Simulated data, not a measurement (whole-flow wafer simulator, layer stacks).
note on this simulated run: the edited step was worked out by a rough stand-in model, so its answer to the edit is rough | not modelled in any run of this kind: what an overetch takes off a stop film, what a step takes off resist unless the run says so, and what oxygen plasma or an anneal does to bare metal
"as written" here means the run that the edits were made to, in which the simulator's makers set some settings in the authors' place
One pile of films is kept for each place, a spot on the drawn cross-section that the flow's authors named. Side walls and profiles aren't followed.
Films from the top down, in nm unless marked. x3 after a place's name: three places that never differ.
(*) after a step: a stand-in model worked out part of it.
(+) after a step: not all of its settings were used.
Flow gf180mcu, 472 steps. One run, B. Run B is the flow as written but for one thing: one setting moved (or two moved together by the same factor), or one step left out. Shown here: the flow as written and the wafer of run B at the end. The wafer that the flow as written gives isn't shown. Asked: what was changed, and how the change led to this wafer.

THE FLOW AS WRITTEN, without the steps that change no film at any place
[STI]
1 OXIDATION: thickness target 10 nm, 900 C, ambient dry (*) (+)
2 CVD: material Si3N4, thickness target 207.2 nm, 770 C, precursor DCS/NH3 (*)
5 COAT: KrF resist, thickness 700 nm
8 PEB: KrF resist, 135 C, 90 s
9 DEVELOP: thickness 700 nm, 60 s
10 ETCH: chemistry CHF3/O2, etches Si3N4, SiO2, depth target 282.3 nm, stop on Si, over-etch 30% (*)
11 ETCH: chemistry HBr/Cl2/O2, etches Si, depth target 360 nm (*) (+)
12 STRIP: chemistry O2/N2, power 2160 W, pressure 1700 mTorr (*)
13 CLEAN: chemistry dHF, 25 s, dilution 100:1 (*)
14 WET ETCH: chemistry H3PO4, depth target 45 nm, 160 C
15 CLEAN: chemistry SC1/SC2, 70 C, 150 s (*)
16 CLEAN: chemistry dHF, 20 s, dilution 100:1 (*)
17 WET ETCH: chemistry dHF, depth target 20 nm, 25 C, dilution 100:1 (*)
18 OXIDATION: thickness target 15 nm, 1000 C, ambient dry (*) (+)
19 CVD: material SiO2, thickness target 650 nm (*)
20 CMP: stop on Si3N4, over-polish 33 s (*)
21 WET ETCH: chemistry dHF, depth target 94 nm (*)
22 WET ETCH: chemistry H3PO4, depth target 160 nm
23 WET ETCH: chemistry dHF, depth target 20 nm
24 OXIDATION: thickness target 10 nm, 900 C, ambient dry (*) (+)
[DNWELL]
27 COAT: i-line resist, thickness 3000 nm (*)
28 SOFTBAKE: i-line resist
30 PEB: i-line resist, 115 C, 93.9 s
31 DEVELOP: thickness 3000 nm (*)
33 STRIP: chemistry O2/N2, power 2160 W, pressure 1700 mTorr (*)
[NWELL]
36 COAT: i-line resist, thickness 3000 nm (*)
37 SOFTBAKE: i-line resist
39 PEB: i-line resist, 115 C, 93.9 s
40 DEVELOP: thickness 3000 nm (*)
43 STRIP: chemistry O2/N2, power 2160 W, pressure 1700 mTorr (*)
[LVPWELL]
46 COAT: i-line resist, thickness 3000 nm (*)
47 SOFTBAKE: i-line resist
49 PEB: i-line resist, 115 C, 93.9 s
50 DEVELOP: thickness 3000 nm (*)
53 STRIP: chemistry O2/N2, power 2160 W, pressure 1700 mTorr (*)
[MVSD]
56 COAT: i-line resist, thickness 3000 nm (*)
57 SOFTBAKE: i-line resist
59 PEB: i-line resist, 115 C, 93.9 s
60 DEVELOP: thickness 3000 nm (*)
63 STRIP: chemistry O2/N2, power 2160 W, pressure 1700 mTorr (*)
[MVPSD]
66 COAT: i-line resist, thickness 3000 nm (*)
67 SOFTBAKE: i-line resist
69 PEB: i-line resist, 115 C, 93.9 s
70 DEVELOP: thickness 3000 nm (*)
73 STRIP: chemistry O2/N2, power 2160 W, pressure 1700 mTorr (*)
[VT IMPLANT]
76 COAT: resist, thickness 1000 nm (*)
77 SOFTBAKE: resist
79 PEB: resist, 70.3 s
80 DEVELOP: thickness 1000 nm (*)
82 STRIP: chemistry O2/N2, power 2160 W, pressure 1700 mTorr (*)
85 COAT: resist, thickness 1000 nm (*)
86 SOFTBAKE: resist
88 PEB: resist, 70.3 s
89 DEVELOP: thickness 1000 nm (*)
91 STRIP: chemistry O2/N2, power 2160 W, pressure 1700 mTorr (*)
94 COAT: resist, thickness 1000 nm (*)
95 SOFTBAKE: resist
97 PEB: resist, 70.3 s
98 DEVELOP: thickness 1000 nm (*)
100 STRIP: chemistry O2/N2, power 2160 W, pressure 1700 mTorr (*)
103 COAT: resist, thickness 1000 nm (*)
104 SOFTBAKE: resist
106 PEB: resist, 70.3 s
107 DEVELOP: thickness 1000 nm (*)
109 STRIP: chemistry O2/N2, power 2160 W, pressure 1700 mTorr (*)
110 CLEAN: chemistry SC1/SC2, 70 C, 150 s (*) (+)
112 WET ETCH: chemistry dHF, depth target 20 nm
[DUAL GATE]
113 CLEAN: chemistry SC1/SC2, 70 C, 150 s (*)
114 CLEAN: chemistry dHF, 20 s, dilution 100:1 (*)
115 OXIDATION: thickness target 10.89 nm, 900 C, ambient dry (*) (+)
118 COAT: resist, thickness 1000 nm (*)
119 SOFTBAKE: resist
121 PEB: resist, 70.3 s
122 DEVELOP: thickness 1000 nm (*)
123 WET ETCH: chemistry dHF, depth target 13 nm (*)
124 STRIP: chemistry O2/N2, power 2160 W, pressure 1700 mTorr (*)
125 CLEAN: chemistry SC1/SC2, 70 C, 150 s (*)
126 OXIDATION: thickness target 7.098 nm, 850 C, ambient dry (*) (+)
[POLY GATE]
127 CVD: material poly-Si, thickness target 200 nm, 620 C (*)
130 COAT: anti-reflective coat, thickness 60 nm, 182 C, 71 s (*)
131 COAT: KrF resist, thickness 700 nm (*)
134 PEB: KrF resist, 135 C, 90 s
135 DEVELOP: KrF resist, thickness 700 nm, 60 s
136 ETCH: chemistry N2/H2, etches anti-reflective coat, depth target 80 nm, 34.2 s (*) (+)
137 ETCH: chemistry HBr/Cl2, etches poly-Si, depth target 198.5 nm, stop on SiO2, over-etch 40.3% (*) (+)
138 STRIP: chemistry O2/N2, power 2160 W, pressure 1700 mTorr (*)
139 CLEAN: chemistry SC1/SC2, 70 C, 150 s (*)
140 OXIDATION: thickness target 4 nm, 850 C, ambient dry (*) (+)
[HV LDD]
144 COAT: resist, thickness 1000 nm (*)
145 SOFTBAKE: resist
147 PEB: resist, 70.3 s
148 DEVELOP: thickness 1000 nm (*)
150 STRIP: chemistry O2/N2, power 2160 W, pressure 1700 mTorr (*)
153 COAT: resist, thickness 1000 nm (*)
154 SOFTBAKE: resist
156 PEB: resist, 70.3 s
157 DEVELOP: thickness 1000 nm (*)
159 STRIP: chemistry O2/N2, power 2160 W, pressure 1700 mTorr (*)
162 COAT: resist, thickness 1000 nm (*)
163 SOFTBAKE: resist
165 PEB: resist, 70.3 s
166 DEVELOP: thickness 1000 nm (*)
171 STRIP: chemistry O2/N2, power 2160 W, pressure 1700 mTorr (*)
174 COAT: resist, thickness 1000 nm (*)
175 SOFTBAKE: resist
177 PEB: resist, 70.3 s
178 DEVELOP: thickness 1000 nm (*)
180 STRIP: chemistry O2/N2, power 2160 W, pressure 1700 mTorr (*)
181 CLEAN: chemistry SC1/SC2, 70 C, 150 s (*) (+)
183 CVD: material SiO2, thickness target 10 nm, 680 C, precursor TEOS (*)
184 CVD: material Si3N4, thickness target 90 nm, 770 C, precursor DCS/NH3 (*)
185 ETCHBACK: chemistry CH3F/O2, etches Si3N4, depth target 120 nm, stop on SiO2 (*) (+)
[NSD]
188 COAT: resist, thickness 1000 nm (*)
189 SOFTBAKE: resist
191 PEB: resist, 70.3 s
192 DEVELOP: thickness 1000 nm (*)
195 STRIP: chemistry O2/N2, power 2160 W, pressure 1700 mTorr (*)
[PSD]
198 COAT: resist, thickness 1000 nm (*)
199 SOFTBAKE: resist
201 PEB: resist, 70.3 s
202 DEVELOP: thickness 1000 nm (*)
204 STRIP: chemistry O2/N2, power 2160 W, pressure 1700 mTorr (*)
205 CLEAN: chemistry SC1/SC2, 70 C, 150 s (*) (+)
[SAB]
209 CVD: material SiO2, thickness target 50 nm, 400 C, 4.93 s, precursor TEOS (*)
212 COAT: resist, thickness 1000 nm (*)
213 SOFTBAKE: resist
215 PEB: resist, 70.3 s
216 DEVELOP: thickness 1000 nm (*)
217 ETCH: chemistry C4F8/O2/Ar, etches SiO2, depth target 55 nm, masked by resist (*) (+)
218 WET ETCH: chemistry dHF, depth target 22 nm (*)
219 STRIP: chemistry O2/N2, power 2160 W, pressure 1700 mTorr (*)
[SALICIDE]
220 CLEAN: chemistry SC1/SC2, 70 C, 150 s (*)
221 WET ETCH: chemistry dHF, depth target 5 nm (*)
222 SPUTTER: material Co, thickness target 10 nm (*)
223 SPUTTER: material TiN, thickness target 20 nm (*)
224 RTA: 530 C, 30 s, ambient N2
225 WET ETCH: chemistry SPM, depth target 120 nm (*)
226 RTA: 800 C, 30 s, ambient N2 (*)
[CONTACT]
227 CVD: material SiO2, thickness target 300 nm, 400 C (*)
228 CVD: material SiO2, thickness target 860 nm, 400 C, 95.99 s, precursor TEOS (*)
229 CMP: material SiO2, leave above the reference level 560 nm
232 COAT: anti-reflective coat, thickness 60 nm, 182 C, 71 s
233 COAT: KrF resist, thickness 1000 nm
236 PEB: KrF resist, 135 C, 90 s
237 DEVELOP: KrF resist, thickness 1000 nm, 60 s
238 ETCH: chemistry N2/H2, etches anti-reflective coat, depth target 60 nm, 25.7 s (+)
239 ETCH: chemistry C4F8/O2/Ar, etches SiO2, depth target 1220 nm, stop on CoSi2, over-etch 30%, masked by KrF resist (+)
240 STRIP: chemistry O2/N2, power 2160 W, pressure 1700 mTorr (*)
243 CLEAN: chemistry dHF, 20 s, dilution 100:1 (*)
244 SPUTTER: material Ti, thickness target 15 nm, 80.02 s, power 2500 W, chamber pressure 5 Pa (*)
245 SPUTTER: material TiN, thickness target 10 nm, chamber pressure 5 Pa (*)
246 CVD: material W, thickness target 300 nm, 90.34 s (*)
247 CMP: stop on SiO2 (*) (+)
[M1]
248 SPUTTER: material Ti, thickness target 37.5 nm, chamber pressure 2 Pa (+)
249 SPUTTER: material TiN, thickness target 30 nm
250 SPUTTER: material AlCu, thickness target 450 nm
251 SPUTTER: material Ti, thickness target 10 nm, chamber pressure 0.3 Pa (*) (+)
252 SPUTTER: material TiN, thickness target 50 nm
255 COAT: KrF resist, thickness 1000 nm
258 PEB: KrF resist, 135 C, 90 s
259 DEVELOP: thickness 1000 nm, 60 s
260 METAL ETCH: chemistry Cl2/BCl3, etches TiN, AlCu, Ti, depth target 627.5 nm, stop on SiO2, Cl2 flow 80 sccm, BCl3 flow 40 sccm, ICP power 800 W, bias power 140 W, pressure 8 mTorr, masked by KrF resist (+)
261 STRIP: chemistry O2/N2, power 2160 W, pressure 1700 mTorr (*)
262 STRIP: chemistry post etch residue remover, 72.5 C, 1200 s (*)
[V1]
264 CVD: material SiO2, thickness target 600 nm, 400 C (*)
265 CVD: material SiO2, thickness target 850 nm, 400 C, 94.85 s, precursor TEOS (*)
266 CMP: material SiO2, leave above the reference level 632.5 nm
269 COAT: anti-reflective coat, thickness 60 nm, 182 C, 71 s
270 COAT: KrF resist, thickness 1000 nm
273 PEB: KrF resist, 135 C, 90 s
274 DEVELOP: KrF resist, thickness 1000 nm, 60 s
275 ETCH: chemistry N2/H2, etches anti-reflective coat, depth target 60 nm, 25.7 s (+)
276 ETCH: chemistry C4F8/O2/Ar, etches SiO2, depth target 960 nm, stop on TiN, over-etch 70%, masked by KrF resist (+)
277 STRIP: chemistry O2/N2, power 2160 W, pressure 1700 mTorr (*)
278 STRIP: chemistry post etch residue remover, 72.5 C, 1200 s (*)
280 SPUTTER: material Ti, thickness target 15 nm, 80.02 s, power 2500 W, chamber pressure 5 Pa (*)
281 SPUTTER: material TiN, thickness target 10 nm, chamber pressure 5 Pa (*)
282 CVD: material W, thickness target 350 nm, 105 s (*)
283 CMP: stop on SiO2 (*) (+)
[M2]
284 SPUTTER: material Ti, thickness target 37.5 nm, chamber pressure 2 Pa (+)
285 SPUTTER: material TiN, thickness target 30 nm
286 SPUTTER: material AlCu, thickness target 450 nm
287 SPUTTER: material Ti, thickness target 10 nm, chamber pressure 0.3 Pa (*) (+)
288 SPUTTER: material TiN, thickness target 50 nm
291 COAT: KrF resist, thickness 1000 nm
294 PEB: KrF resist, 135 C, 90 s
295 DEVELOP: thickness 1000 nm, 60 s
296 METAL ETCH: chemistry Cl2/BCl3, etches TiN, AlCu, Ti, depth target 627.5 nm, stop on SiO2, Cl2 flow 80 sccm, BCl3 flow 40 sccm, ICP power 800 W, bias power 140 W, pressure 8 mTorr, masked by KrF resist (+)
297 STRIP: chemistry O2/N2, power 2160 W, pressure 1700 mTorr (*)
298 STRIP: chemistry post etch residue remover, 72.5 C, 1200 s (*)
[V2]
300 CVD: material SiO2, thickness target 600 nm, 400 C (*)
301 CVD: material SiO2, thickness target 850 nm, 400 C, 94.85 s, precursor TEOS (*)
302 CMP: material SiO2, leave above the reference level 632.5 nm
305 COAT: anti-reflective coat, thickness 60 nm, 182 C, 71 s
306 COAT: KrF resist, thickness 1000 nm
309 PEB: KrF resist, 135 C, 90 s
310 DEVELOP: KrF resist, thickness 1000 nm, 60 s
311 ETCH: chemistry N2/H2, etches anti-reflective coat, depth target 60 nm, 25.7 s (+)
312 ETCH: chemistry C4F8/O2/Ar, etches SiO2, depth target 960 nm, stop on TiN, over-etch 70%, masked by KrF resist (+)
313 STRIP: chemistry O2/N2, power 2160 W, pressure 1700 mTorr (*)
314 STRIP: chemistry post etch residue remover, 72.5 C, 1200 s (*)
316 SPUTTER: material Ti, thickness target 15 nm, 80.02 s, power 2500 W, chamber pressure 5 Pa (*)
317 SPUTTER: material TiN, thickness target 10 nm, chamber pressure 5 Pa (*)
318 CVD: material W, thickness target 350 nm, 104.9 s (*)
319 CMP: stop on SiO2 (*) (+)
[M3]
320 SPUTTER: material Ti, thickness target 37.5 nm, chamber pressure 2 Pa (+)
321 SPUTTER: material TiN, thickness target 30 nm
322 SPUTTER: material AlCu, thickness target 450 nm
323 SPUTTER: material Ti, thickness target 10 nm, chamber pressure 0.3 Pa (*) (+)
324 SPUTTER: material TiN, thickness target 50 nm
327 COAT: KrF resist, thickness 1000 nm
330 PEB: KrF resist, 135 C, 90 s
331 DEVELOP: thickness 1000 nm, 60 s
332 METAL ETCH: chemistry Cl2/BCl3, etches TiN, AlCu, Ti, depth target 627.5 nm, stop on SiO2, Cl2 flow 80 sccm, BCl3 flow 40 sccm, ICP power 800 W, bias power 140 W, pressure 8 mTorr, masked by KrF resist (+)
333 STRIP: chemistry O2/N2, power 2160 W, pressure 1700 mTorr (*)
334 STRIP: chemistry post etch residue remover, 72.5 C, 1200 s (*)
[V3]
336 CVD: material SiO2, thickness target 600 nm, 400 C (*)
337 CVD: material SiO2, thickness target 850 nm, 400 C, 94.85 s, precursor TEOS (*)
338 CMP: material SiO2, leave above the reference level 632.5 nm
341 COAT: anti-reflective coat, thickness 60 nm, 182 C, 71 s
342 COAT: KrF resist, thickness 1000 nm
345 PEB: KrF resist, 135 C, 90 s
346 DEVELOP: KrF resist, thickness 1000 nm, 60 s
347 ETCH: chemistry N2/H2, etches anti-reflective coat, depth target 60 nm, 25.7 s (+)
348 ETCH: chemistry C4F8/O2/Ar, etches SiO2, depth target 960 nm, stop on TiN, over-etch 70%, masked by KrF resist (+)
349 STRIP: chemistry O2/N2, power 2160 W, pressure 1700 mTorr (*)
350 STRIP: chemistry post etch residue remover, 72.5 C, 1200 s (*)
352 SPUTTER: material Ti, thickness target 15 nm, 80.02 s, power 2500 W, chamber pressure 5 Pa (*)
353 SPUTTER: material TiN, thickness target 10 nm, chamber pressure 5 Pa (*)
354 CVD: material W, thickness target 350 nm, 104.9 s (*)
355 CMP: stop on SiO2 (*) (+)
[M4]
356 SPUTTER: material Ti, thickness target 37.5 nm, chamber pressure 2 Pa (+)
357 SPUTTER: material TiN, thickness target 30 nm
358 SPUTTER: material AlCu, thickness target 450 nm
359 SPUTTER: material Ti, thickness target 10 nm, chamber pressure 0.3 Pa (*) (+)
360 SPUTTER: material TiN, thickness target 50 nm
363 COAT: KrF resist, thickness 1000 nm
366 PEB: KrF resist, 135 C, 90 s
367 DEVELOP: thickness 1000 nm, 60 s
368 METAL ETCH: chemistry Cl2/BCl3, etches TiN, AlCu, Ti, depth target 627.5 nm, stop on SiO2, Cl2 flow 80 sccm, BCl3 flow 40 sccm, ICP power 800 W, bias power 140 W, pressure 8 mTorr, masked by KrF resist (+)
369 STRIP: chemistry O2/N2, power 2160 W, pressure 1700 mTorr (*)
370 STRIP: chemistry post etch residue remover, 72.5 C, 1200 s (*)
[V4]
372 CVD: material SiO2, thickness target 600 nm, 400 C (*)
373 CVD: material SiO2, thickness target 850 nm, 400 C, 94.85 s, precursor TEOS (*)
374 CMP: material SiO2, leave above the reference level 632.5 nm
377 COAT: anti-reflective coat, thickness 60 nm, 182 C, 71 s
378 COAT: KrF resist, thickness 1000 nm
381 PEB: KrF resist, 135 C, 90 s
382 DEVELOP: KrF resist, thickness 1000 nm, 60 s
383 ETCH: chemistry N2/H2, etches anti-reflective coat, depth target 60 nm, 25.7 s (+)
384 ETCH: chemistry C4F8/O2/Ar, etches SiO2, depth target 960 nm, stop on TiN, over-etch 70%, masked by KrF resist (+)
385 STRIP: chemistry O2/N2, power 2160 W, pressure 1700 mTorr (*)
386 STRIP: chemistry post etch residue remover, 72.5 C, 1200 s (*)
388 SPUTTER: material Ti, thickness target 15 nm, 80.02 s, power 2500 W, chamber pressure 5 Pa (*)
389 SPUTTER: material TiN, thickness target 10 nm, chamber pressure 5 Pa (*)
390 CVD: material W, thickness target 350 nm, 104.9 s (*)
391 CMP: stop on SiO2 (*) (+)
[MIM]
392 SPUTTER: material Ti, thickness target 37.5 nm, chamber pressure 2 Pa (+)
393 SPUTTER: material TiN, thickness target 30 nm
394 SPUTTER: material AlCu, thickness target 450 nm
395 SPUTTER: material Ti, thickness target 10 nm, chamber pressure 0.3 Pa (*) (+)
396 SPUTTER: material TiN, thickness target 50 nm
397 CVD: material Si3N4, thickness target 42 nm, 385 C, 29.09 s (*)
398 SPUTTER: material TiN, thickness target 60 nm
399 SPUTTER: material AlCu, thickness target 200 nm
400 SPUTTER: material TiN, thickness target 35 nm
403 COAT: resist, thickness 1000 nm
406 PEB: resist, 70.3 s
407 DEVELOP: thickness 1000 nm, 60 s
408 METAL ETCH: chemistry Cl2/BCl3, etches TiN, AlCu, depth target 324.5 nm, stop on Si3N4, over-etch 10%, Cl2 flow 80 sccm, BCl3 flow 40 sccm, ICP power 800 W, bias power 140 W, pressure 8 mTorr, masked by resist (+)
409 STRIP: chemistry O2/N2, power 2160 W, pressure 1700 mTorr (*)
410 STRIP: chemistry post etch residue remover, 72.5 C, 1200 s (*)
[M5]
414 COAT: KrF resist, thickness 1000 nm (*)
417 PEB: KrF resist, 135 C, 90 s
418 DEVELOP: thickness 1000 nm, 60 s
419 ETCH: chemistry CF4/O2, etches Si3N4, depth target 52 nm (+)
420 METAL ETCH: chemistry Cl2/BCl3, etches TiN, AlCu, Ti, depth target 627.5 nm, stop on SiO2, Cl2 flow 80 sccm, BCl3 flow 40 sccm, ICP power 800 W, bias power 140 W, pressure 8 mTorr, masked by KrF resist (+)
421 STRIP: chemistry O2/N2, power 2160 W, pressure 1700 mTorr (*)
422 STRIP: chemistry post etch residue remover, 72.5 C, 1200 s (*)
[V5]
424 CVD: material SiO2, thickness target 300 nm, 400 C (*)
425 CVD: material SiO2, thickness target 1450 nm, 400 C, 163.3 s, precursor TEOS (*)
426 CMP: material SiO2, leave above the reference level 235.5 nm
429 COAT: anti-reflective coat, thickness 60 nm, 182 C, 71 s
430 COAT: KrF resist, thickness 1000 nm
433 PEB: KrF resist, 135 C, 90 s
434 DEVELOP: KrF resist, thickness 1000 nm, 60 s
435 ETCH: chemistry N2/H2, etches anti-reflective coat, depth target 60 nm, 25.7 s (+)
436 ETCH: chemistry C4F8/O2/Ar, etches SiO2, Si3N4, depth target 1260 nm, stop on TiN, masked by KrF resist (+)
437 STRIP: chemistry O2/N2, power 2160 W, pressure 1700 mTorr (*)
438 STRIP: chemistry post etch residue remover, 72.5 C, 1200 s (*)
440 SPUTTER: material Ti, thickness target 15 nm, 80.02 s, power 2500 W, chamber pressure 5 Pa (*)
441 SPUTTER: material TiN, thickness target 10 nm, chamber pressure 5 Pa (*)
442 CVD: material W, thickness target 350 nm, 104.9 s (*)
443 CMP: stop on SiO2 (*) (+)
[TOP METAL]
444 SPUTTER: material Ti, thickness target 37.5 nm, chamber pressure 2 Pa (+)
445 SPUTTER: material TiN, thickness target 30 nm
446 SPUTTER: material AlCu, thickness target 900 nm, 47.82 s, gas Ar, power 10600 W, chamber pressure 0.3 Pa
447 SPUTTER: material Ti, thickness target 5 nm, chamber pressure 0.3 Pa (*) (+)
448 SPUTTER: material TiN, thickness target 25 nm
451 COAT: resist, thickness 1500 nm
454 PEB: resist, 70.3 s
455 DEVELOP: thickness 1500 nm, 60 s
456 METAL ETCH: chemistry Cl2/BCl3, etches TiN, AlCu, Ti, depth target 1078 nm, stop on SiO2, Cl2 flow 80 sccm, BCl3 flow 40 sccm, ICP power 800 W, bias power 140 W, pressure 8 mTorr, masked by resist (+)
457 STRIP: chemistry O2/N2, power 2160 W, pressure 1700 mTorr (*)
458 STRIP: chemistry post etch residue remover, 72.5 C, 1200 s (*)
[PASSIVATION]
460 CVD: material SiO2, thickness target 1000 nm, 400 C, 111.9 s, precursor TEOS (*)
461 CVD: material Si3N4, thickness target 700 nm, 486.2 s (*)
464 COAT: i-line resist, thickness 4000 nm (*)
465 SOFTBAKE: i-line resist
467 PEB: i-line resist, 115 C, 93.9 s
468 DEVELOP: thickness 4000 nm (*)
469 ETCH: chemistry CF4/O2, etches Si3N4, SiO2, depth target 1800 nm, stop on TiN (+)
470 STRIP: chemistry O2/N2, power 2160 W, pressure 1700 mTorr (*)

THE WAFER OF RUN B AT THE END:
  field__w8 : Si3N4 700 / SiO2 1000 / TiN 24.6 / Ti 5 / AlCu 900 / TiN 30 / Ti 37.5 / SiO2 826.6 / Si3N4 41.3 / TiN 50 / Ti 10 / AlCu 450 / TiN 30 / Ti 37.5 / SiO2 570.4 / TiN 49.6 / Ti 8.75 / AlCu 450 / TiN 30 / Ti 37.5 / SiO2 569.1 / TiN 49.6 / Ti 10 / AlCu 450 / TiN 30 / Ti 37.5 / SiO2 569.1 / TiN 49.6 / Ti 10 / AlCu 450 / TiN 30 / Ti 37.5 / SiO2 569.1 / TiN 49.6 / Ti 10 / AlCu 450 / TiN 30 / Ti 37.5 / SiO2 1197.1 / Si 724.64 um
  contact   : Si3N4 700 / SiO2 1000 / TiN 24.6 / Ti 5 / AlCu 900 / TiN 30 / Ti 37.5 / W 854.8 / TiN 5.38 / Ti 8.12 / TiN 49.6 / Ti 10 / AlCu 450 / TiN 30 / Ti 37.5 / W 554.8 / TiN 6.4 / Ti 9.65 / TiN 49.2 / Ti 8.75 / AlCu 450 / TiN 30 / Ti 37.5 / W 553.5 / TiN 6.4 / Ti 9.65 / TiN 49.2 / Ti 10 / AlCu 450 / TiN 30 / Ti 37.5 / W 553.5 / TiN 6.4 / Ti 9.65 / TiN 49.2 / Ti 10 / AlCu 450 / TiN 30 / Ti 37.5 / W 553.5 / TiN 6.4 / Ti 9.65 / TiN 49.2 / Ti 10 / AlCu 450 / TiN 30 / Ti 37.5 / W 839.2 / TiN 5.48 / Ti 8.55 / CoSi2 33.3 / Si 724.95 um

The cause: step 359, SPUTTER: thickness target 8.75 nm was run, where the flow has thickness target 10 nm.
It can be read off the wafer: field__w8 has Ti 8.75, and step 359 as written asks for 10 nm.

How the change led to this, step by step:
  359 SPUTTER: material Ti, thickness target 10 nm, chamber pressure 0.3 Pa (*) (+)
      field, field__w1, field__w2 and 108 more: Ti +8.75 (new film) (as written it would be: Ti +10 (new film))
  368 METAL ETCH: chemistry Cl2/BCl3, etches TiN, AlCu, Ti, depth target 627.5 nm, stop on SiO2, Cl2 flow 80 sccm, BCl3 flow 40 sccm, ICP power 800 W, bias power 140 W, pressure 8 mTorr, masked by KrF resist (+)
      field, field__w1, field__w2 and 103 more: TiN -50 (all of it), Ti -8.75 (all of it), AlCu -450 (all of it), TiN -30 (all of it), Ti -37.5 (all of it) (as written it would be: TiN -50 (all of it), Ti -10 (all of it), AlCu -450 (all of it), TiN -30 (all of it), Ti -37.5 (all of it))
